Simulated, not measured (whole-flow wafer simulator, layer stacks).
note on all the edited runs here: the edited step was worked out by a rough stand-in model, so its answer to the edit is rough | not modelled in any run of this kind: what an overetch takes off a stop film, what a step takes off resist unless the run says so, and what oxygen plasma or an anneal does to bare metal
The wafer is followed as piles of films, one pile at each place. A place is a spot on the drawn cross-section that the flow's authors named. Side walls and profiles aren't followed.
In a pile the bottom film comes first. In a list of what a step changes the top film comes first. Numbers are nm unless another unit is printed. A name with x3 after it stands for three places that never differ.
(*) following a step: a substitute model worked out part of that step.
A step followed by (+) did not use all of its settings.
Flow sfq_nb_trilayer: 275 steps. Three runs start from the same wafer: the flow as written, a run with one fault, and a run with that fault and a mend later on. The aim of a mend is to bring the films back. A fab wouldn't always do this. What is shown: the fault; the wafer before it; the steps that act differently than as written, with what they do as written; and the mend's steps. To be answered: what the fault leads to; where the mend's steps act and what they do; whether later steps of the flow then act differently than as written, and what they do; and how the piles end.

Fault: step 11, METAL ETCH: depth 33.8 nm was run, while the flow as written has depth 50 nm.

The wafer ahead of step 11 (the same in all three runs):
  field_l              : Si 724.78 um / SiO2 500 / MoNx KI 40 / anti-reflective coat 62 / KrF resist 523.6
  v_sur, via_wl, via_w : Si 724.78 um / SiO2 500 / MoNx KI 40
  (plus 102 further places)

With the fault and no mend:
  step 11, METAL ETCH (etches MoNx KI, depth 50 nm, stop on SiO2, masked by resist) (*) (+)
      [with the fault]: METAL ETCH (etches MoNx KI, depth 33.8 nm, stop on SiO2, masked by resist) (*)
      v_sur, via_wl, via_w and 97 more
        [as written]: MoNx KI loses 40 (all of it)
        [with the fault]: MoNx KI loses 33.8
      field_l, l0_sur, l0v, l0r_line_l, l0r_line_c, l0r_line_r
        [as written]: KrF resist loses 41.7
        [with the fault]: KrF resist loses 28.2
  Later steps of the flow acting differently than as written (not shown: 8 more steps that differ only slightly, by at most 2% or 0.5 nm, whichever is larger):
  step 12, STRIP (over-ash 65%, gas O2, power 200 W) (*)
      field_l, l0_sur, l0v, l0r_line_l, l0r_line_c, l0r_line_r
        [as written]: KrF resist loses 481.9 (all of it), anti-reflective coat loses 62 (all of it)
        [with the fault]: KrF resist loses 495.4 (all of it), anti-reflective coat loses 62 (all of it)
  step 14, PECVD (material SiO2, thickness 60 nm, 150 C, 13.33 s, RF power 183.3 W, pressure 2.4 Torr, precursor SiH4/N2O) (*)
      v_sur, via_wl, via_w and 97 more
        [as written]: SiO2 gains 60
        [with the fault]: SiO2 gains 60 (new film)
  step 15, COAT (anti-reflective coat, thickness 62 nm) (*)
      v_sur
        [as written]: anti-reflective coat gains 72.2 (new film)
        [with the fault]: anti-reflective coat gains 70.7 (new film)
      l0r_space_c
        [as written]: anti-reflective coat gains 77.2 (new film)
        [with the fault]: anti-reflective coat gains 74.9 (new film)
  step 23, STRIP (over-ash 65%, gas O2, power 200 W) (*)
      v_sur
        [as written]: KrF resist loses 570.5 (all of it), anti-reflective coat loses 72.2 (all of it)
        [with the fault]: KrF resist loses 568.7 (all of it), anti-reflective coat loses 70.7 (all of it)
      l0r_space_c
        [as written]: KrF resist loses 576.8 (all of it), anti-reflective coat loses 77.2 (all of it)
        [with the fault]: KrF resist loses 574.1 (all of it), anti-reflective coat loses 74.9 (all of it)
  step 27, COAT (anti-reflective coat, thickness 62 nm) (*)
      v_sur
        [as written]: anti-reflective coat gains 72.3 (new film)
        [with the fault]: anti-reflective coat gains 70.8 (new film)
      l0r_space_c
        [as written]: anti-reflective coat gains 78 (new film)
        [with the fault]: anti-reflective coat gains 75.4 (new film)
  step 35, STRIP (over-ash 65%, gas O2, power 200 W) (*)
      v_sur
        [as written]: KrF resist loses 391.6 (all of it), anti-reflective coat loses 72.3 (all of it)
        [with the fault]: KrF resist loses 390.1 (all of it), anti-reflective coat loses 70.8 (all of it)
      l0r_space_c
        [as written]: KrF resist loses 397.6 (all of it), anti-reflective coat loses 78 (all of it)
        [with the fault]: KrF resist loses 395.2 (all of it), anti-reflective coat loses 75.4 (all of it)
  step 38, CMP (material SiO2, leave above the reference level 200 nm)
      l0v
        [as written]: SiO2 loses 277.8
        [with the fault]: SiO2 loses 271.6
  By the end, the piles at v_sur, via_wl, via_w and 97 more depart from the flow's by more than 2% or 0.5 nm, whichever is larger.
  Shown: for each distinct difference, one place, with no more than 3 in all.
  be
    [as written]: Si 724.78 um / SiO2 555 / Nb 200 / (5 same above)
    [with the fault]: Si 724.78 um / SiO2 500 / MoNx KI 6.2 / SiO2 55 / Nb 200 / (5 same above)
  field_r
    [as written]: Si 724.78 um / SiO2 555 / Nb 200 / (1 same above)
    [with the fault]: Si 724.78 um / SiO2 500 / MoNx KI 6.2 / SiO2 55 / Nb 200 / (1 same above)
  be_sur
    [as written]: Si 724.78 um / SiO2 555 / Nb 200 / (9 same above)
    [with the fault]: Si 724.78 um / SiO2 500 / MoNx KI 6.2 / SiO2 55 / Nb 200 / (9 same above)

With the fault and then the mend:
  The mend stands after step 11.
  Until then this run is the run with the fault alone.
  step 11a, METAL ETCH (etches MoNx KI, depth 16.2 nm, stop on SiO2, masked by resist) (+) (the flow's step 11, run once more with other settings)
      v_sur, via_wl, via_w and 97 more
        MoNx KI loses 6.2 (all of it)
      field_l, l0_sur, l0v, l0r_line_l, l0r_line_c, l0r_line_r
        KrF resist loses 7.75
  Later steps of the flow that are run all act as written at every place that is followed, up to a difference of at most 2% or 0.5 nm, whichever is larger.
  The piles end the same as the flow's at every place that both follow.
